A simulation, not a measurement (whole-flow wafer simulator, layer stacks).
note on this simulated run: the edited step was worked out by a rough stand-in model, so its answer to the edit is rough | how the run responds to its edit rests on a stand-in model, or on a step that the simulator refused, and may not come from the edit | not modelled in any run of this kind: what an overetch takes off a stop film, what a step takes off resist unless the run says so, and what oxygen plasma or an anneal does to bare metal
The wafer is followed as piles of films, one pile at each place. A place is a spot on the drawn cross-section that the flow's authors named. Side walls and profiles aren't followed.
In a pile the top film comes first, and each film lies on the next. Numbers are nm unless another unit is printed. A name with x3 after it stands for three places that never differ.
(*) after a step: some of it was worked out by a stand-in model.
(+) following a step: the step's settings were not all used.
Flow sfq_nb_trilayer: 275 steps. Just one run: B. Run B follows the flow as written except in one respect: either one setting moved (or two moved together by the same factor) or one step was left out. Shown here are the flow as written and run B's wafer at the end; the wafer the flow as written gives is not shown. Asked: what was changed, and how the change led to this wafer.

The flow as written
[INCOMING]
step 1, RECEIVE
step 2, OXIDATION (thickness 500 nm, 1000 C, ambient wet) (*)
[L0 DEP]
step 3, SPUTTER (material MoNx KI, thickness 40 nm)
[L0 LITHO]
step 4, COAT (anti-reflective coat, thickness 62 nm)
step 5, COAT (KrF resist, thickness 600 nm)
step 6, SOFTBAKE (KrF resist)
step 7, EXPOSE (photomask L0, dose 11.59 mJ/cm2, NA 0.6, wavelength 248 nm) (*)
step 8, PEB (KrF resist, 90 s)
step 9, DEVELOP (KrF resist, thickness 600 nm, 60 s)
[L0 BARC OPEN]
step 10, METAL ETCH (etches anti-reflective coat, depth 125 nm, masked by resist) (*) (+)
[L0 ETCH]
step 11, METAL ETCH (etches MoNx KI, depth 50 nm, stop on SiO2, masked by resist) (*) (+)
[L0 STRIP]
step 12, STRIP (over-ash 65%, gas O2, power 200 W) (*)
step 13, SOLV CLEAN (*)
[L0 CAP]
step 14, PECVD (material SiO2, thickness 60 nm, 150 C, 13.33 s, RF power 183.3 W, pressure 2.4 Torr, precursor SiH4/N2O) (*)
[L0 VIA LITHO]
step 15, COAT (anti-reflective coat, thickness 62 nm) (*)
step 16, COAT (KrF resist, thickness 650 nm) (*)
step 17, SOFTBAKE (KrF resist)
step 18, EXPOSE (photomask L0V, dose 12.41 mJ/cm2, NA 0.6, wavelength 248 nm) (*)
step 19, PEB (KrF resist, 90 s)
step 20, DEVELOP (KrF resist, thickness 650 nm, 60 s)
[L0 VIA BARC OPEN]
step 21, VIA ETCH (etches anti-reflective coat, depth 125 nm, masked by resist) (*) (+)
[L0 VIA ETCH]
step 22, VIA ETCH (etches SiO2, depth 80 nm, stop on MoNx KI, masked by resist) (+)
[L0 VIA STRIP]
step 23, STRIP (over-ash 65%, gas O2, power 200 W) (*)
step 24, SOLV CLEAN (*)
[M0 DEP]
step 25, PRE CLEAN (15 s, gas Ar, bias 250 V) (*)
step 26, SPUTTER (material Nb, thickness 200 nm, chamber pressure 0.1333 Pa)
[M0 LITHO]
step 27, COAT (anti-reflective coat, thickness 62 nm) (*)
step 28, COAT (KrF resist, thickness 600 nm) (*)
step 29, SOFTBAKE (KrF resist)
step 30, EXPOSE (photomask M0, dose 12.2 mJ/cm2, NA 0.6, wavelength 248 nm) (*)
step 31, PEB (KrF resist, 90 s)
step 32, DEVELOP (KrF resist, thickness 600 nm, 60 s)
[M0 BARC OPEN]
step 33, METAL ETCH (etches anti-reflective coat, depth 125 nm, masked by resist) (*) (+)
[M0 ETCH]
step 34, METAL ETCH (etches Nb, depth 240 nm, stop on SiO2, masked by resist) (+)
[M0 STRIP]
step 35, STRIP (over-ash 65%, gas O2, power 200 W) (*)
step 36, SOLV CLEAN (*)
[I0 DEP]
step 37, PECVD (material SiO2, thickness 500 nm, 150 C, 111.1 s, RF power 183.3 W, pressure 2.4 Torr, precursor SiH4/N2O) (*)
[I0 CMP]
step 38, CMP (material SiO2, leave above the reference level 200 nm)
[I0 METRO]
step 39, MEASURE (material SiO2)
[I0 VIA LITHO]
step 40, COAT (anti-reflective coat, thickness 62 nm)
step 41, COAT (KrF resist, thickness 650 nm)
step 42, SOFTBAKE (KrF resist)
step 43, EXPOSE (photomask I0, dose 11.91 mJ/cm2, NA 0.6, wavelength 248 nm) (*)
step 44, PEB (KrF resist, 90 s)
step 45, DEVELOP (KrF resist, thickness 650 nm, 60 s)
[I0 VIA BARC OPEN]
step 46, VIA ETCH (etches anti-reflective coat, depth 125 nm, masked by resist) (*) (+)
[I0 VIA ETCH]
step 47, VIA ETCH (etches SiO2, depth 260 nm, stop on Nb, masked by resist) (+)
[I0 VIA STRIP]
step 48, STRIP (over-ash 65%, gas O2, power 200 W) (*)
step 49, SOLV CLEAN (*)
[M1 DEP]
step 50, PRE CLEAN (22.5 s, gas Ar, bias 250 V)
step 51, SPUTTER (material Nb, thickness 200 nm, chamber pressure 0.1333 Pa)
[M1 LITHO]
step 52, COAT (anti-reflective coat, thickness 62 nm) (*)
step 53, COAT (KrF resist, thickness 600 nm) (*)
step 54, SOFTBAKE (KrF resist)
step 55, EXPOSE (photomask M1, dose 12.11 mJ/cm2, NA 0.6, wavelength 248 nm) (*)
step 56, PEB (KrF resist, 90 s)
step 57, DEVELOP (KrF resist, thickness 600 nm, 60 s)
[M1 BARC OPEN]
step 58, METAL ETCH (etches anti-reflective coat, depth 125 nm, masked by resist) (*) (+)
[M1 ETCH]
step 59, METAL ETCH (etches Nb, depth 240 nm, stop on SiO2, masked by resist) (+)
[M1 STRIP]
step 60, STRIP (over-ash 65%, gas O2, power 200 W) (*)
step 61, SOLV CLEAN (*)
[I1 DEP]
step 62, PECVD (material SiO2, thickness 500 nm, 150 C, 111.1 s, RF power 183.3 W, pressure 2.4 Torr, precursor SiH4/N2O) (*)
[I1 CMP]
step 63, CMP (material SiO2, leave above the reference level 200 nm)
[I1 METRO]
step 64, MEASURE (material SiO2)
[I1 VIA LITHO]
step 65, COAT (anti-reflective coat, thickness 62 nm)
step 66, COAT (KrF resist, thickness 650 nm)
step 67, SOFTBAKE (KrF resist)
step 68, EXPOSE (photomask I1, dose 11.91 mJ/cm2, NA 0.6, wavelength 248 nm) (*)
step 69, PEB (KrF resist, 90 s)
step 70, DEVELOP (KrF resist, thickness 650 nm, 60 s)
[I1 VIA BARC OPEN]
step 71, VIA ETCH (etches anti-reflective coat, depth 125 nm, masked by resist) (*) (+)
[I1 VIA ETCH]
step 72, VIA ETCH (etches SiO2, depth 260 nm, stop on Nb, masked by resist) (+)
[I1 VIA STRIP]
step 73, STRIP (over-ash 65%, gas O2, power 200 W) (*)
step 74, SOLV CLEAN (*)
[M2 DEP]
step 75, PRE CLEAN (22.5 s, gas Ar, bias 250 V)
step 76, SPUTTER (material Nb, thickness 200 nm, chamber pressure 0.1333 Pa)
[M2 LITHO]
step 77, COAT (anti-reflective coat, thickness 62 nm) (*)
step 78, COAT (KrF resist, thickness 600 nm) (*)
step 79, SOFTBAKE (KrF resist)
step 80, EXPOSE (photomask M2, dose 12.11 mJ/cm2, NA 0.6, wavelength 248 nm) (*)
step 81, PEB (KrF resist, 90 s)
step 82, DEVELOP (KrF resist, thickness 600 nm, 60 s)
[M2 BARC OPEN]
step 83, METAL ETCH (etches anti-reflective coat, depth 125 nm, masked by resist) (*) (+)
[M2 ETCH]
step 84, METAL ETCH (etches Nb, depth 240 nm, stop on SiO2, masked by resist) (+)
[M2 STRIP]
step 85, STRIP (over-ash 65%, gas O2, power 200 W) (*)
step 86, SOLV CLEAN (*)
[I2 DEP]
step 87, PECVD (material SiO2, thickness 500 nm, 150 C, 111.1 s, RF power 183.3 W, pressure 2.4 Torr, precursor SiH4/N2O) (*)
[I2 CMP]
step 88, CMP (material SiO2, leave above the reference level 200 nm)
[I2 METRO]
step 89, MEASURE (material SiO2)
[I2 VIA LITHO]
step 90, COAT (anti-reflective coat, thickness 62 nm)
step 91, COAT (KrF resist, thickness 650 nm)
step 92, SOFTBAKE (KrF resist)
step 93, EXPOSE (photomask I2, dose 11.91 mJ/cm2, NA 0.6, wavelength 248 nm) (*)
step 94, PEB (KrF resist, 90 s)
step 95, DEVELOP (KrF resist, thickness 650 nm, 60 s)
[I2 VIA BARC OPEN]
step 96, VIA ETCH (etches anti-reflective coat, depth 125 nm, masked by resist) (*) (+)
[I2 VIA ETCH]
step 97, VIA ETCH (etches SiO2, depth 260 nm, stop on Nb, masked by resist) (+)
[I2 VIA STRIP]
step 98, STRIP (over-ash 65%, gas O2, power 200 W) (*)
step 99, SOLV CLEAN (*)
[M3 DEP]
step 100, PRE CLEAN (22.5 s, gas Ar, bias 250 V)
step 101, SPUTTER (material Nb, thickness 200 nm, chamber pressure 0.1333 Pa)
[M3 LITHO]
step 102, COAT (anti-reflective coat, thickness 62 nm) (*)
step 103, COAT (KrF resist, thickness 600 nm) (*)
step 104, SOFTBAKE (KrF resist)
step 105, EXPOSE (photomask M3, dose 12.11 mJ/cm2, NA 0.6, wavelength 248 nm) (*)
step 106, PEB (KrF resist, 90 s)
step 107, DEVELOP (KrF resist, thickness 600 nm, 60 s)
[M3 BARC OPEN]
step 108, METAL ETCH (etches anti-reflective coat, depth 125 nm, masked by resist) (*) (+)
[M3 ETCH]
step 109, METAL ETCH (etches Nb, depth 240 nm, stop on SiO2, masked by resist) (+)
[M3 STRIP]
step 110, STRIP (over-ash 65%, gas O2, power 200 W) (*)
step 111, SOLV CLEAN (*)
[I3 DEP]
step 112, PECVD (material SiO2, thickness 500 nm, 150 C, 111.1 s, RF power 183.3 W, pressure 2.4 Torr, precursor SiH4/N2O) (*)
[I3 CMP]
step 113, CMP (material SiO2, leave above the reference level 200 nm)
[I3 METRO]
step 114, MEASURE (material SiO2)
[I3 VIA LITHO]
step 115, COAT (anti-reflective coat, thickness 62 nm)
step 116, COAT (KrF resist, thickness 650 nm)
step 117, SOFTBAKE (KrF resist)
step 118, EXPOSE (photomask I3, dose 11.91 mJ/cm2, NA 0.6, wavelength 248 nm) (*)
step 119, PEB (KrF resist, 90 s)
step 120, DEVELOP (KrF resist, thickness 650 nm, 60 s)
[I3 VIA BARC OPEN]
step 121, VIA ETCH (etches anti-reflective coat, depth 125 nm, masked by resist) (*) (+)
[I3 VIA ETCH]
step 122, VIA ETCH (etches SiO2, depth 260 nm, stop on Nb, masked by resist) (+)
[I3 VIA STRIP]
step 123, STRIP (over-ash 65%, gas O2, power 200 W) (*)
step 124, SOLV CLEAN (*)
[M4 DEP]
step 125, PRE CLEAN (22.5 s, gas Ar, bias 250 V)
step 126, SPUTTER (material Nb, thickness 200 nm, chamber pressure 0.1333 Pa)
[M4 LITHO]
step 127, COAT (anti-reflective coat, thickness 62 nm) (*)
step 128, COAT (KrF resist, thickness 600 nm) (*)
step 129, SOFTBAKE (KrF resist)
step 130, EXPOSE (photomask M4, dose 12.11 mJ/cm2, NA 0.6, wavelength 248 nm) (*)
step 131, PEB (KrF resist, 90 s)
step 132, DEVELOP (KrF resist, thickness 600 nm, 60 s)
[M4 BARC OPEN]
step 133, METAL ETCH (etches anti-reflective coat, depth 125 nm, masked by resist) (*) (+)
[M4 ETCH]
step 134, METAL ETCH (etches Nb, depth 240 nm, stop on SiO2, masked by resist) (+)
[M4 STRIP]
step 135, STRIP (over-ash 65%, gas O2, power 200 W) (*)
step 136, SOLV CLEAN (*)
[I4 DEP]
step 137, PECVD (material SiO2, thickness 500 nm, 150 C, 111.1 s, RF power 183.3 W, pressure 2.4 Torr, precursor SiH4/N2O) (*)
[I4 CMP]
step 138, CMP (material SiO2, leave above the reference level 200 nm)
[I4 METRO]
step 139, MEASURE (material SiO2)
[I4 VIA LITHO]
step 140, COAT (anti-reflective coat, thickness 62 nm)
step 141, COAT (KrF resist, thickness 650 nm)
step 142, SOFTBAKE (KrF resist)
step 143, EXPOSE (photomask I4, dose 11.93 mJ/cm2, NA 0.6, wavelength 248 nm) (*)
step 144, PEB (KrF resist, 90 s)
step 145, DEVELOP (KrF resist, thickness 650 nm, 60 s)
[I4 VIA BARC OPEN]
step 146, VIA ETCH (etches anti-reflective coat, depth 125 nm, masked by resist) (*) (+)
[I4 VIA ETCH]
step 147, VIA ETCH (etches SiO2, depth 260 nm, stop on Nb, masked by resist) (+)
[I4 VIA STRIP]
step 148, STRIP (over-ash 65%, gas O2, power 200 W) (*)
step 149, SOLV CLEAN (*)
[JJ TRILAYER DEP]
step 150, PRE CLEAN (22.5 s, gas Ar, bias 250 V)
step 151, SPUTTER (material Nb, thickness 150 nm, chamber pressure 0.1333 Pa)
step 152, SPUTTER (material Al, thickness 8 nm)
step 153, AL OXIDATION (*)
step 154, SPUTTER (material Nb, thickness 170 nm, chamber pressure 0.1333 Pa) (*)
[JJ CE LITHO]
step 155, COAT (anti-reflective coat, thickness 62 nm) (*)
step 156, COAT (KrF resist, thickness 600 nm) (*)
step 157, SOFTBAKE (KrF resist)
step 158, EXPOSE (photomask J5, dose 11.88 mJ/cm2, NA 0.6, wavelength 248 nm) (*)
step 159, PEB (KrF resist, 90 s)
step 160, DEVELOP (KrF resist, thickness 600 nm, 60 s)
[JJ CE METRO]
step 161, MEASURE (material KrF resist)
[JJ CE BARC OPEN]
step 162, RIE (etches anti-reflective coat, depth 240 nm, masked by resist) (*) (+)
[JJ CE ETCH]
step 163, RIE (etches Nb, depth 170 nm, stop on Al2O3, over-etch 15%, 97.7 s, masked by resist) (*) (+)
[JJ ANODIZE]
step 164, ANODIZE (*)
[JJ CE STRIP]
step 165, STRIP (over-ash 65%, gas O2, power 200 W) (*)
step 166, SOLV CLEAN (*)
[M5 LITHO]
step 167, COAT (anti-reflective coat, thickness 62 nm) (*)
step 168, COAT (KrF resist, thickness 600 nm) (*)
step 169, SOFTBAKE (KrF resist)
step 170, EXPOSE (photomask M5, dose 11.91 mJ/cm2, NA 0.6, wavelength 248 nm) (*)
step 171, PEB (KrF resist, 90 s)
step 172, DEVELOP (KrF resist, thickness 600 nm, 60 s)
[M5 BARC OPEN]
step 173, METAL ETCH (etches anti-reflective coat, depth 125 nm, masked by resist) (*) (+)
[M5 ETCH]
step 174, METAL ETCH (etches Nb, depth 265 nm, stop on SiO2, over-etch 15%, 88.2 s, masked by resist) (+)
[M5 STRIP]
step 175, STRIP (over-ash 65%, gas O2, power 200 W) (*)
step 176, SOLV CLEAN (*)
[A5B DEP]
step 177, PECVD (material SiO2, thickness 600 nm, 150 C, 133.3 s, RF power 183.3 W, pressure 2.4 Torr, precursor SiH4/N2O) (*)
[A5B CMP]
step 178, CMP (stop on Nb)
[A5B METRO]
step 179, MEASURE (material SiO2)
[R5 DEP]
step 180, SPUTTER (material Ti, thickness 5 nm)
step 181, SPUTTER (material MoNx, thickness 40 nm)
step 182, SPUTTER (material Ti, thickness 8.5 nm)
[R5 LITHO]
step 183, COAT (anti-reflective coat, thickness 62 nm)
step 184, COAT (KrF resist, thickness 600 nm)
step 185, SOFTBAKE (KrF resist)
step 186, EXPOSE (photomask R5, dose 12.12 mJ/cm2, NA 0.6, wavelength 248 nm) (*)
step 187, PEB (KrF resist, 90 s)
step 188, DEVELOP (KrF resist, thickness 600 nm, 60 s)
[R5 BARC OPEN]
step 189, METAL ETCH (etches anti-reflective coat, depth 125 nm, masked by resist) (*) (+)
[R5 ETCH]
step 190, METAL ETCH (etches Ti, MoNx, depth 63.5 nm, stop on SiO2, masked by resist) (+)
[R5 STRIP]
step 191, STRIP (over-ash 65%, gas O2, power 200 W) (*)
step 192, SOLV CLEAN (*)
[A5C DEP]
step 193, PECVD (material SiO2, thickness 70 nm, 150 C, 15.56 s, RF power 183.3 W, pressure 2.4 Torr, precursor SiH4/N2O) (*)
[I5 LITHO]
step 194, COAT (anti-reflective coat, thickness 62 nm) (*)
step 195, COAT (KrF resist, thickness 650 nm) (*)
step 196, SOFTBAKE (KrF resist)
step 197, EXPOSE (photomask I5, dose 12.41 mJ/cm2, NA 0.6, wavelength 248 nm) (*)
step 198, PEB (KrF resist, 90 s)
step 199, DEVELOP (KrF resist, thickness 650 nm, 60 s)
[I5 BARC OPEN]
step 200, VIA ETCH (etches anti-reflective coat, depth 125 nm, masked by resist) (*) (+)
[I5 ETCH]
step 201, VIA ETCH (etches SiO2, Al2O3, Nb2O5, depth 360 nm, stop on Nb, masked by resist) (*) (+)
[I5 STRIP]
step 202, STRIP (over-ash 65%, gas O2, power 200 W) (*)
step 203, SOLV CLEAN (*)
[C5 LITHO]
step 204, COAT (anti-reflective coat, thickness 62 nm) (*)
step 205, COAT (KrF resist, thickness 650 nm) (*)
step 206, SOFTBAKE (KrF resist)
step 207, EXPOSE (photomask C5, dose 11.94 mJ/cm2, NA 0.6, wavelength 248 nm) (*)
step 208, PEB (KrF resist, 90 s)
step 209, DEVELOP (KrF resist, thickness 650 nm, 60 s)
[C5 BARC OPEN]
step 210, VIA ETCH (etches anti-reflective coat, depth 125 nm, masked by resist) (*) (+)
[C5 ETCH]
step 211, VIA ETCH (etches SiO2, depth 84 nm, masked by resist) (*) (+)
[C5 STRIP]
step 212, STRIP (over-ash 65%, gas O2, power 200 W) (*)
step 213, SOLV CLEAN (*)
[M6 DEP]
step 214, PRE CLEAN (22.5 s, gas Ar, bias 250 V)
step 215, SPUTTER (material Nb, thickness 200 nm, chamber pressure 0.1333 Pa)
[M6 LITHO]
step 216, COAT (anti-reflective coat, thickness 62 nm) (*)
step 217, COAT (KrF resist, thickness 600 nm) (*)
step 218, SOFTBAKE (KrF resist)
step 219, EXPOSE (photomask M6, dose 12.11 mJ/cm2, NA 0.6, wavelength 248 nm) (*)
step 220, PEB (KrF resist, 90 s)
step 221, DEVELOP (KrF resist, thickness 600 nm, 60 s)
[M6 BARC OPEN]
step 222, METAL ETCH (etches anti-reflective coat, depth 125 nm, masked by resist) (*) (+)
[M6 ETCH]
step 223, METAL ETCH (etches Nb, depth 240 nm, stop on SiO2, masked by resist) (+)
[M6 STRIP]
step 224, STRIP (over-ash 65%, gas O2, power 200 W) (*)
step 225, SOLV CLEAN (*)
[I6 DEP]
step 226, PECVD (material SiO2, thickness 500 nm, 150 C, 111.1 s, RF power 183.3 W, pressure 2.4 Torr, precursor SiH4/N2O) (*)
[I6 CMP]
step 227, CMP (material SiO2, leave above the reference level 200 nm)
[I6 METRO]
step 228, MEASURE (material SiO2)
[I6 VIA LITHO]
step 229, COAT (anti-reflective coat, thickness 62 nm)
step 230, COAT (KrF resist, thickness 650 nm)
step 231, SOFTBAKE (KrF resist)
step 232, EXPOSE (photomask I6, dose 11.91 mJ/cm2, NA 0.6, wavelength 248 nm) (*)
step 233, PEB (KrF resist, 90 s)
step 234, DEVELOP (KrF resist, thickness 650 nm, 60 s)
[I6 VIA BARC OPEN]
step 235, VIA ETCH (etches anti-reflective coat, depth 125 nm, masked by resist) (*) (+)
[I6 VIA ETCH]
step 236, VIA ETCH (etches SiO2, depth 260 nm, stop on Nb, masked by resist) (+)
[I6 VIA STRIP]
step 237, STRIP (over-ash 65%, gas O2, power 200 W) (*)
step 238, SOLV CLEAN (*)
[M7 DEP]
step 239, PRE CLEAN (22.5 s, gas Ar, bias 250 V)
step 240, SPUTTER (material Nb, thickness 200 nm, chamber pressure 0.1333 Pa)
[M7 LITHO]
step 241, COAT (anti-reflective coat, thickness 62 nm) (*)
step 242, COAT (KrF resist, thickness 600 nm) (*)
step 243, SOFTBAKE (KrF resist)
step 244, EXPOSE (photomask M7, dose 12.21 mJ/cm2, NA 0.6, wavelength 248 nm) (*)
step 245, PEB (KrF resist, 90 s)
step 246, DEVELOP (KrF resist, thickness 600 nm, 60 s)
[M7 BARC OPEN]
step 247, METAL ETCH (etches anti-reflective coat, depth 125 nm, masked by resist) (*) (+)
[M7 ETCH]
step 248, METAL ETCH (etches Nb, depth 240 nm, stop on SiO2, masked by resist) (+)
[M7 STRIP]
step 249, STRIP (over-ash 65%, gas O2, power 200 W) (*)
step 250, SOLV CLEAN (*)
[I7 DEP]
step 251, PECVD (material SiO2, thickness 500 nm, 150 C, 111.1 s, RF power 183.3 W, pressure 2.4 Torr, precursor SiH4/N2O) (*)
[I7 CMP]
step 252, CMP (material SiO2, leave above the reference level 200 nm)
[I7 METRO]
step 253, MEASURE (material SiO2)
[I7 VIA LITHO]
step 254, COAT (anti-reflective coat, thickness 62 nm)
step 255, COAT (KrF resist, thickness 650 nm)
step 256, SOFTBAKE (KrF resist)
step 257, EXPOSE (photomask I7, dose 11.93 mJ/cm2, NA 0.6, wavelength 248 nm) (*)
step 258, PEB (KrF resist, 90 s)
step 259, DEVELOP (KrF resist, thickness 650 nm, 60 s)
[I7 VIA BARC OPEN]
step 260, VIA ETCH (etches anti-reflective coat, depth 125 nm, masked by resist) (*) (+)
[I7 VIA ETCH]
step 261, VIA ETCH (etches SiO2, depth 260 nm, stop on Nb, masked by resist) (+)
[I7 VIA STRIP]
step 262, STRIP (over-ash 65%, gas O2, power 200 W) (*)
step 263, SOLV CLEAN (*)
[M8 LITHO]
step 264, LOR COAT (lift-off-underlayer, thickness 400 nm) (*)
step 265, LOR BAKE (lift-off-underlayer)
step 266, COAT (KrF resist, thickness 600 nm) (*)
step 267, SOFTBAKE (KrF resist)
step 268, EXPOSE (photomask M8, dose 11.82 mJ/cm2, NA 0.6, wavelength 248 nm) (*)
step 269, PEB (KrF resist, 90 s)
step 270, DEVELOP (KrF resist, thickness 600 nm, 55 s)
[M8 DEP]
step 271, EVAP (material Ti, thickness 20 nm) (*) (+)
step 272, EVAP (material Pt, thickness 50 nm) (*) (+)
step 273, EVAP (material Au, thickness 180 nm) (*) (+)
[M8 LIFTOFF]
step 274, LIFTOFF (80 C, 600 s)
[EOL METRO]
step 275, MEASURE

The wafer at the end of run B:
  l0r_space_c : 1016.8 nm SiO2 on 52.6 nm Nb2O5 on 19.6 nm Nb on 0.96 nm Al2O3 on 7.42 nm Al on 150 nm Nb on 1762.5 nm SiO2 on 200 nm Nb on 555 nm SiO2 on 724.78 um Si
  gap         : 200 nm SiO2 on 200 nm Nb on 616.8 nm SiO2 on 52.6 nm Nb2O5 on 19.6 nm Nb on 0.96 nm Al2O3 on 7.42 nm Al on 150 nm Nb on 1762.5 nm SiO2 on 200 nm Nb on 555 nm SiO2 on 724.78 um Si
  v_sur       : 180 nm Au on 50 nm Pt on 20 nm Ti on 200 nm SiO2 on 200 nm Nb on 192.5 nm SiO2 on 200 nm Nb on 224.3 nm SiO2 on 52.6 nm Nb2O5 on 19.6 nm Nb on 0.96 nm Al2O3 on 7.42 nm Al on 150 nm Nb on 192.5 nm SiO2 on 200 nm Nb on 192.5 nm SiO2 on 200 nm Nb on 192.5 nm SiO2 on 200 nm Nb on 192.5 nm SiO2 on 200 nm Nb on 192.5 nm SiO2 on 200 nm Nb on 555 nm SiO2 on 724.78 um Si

Cause: step 154, SPUTTER: thickness 234 nm was run, though the flow has thickness 170 nm.

How this came from the change, step by step:
  step 154, SPUTTER (material Nb, thickness 170 nm, chamber pressure 0.1333 Pa) (*)
      field_l, v_sur, via_sp and 100 more: +234 Nb (new film) (in the flow as written it would be: +170 Nb (new film))
      via_wl, via_wr: +194.2 Nb (new film) (in the flow as written it would be: +140.7 Nb (new film))
      (and at 1 other place as well)
  step 155, COAT (anti-reflective coat, thickness 62 nm) (*)
      via_wl, via_wr: +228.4 anti-reflective coat (new film) (in the flow as written it would be: +209.4 anti-reflective coat (new film))
      via_w: +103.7 anti-reflective coat (new film) (in the flow as written it would be: +97.4 anti-reflective coat (new film))
  step 162, RIE (etches anti-reflective coat, depth 240 nm, masked by resist) (*) (+)
      ce_l, c5j, ce_r, wl_jj: -228.4 KrF resist (in the flow as written it would be: -209.4 KrF resist)
      via_wl, via_wr: -228.4 anti-reflective coat (all of it) (in the flow as written it would be: -209.4 anti-reflective coat (all of it))
      (and at 1 other place as well)
  step 163, RIE (etches Nb, depth 170 nm, stop on Al2O3, over-etch 15%, 97.7 s, masked by resist) (*) (+)
      field_l, v_sur, via_sp and 96 more: -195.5 Nb (in the flow as written it would be: -170 Nb (all of it), -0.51 Al2O3)
      via_wl, via_wr: -194.2 Nb (all of it), -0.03 Al2O3 (in the flow as written it would be: -140.7 Nb (all of it), -0.96 Al2O3 (all of it))
      (and at 1 other place as well)
  step 164, ANODIZE (*)
      field_l, v_sur, via_sp and 96 more: +52.6 Nb2O5 (new film), -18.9 Nb (in the flow as written it would be: +12.2 Al2O3, +29.9 Nb2O5 (new film), -7.42 Al (all of it), -10.8 Nb)
      via_wl, via_wr: +7.52 Al2O3, +37.5 Nb2O5 (new film), -4.56 Al (all of it), -13.5 Nb (in the flow as written it would be: +7.52 Al2O3 (new film), +39.2 Nb2O5 (new film), -4.56 Al (all of it), -14.1 Nb)
      (and at 1 other place as well)
  step 165, STRIP (over-ash 65%, gas O2, power 200 W) (*)
      ce_l: -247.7 KrF resist (all of it), -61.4 anti-reflective coat (all of it) (in the flow as written it would be: -266.8 KrF resist (all of it), -61.4 anti-reflective coat (all of it))
      c5j: -247.8 KrF resist (all of it), -61.5 anti-reflective coat (all of it) (in the flow as written it would be: -266.9 KrF resist (all of it), -61.5 anti-reflective coat (all of it))
      (and at 2 other places as well)
  step 167, COAT (anti-reflective coat, thickness 62 nm) (*)
      wl_j_sl, wl_j_sr: +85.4 anti-reflective coat (new film) (in the flow as written it would be: +83.3 anti-reflective coat (new film))
      via_wl: +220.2 anti-reflective coat (new film) (in the flow as written it would be: +170.5 anti-reflective coat (new film))
      (and at 8 other places as well)
  step 168, COAT (KrF resist, thickness 600 nm) (*)
      via_w: +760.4 KrF resist (new film) (in the flow as written it would be: +732.6 KrF resist (new film))
  step 174, METAL ETCH (etches Nb, depth 265 nm, stop on SiO2, over-etch 15%, 88.2 s, masked by resist) (+)
      field_l, r_sur, res and 50 more: -52.6 Nb2O5 (all of it), -19.6 Nb (all of it), -0.96 Al2O3 (all of it), -7.42 Al (all of it), -150 Nb (all of it) (in the flow as written it would be: -12.6 Al2O3 (all of it), -29.9 Nb2O5 (all of it), -139.2 Nb (all of it), -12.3 SiO2)
  step 175, STRIP (over-ash 65%, gas O2, power 200 W) (*)
      via_wl: -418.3 KrF resist (all of it), -220.2 anti-reflective coat (all of it) (in the flow as written it would be: -427 KrF resist (all of it), -170.5 anti-reflective coat (all of it))
      via_w: -531.2 KrF resist (all of it), -95.2 anti-reflective coat (all of it) (in the flow as written it would be: -503.5 KrF resist (all of it), -84.1 anti-reflective coat (all of it))
      (and at 9 other places as well)
  step 178, CMP (stop on Nb)
      v_sur, via_sp, via_v and 43 more: -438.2 SiO2 (in the flow as written it would be: -453.5 SiO2)
      field_l, p4_fl x3, p4_w1 x9 and 29 more: -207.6 SiO2 (in the flow as written it would be: -259.3 SiO2)
      (and at 14 other places as well)
  step 201, VIA ETCH (etches SiO2, Al2O3, Nb2O5, depth 360 nm, stop on Nb, masked by resist) (*) (+)
      be: -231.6 SiO2 (all of it), -52.6 Nb2O5 (all of it) (in the flow as written it would be: -216.4 SiO2 (all of it), -12.7 Al2O3 (all of it), -29.9 Nb2O5 (all of it))
  step 204, COAT (anti-reflective coat, thickness 62 nm) (*)
      be: +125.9 anti-reflective coat (new film) (in the flow as written it would be: +122.2 anti-reflective coat (new film))
  step 205, COAT (KrF resist, thickness 650 nm) (*)
      be: +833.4 KrF resist (new film) (in the flow as written it would be: +815.3 KrF resist (new film))
  step 212, STRIP (over-ash 65%, gas O2, power 200 W) (*)
      be: -746.2 KrF resist (all of it), -125.9 anti-reflective coat (all of it) (in the flow as written it would be: -728.2 KrF resist (all of it), -122.2 anti-reflective coat (all of it))
  step 215, SPUTTER (material Nb, thickness 200 nm, chamber pressure 0.1333 Pa)
      be: +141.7 Nb (in the flow as written it would be: +147.3 Nb)
  ... 3 other steps ...
  step 226, PECVD (material SiO2, thickness 500 nm, 150 C, 111.1 s, RF power 183.3 W, pressure 2.4 Torr, precursor SiH4/N2O) (*)
      be: +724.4 SiO2 (new film) (in the flow as written it would be: +693.5 SiO2 (new film))
Taking metal films that touch as one body, l0r_space_c has 3 bodies (between them, from the top down: Al2O3 0.96; SiO2 1762.5); the flow as written gives 2 bodies (between them, from the top down: SiO2 1762.5).
Taking metal films that touch as one body, gap has 4 bodies (between them, from the top down: SiO2 616.8 / Nb2O5 52.6; Al2O3 0.96; SiO2 1762.5); the flow as written gives 3 bodies (between them, from the top down: SiO2 601.5 / Al2O3 12.7 / Nb2O5 29.9; SiO2 1762.5).
Taking metal films that touch as one body, v_sur has 10 bodies (between them, from the top down: SiO2 200; SiO2 192.5; SiO2 224.3 / Nb2O5 52.6; Al2O3 0.96; SiO2 192.5; SiO2 192.5; SiO2 192.5; SiO2 192.5; SiO2 192.5); the flow as written gives 9 bodies (between them, from the top down: SiO2 200; SiO2 192.5; SiO2 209 / Al2O3 12.7 / Nb2O5 29.9; SiO2 192.5; SiO2 192.5; SiO2 192.5; SiO2 192.5; SiO2 192.5).
